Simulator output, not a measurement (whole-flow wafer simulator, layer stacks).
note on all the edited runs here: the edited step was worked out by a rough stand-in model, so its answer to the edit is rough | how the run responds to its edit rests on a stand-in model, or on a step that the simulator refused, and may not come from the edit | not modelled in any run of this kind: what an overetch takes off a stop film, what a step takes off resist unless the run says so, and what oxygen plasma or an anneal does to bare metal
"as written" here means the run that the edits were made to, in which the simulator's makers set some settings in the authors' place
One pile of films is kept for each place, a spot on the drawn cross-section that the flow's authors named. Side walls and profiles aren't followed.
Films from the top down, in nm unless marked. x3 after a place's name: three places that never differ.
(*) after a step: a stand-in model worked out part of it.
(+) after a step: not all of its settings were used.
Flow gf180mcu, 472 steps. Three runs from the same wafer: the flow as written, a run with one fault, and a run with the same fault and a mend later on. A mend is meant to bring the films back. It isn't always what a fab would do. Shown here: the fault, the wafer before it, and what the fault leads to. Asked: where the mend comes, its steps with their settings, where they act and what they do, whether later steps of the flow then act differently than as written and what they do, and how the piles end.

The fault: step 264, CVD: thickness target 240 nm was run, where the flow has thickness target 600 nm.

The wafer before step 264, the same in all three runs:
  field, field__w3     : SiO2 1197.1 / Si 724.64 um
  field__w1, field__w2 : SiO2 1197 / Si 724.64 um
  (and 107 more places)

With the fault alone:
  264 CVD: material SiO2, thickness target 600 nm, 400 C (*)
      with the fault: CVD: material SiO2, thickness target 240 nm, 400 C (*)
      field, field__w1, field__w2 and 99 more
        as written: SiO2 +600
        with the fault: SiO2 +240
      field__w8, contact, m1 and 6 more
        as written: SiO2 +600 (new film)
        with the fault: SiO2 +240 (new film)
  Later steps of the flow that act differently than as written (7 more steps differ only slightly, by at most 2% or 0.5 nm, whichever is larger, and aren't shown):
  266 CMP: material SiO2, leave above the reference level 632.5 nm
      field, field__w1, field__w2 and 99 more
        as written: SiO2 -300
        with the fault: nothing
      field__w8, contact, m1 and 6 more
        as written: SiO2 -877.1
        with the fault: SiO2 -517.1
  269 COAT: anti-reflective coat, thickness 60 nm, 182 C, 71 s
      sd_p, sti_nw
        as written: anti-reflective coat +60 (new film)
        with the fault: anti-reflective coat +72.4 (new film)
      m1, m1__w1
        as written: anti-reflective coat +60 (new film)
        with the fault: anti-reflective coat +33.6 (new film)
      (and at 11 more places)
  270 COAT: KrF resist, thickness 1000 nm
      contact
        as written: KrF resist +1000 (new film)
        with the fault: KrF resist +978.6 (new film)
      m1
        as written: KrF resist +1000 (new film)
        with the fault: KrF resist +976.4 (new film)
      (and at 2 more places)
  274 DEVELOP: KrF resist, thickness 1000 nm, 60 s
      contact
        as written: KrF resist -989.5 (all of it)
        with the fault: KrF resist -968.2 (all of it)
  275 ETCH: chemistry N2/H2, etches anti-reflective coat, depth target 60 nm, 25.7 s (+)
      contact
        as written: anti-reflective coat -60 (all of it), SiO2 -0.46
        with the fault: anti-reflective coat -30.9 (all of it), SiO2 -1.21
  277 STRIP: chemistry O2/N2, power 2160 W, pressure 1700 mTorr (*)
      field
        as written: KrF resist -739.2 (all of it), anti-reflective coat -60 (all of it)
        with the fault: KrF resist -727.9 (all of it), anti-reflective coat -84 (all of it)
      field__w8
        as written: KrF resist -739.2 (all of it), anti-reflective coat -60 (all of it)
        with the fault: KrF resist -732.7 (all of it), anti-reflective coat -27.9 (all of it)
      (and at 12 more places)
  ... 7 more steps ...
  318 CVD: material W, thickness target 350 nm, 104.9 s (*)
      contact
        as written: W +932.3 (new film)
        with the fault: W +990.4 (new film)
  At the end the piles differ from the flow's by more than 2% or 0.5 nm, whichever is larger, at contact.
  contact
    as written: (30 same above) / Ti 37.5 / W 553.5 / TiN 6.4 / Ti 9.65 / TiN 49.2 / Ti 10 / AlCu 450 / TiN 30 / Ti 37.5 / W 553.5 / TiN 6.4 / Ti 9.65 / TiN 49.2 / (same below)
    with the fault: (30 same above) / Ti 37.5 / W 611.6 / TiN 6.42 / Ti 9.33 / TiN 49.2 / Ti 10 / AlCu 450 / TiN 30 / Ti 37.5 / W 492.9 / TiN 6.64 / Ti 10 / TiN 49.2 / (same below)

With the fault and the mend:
  The mend comes after step 264.
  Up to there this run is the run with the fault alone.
  264a CVD: material SiO2, thickness target 360 nm, 400 C (*) (the flow's step 264 once more, with other settings)
      field, field__w1, field__w2 and 108 more
        SiO2 +360
  No later step of the flow acts differently than as written at any place that is followed.
  At the end the piles are the same as the flow's at every place that both follow.
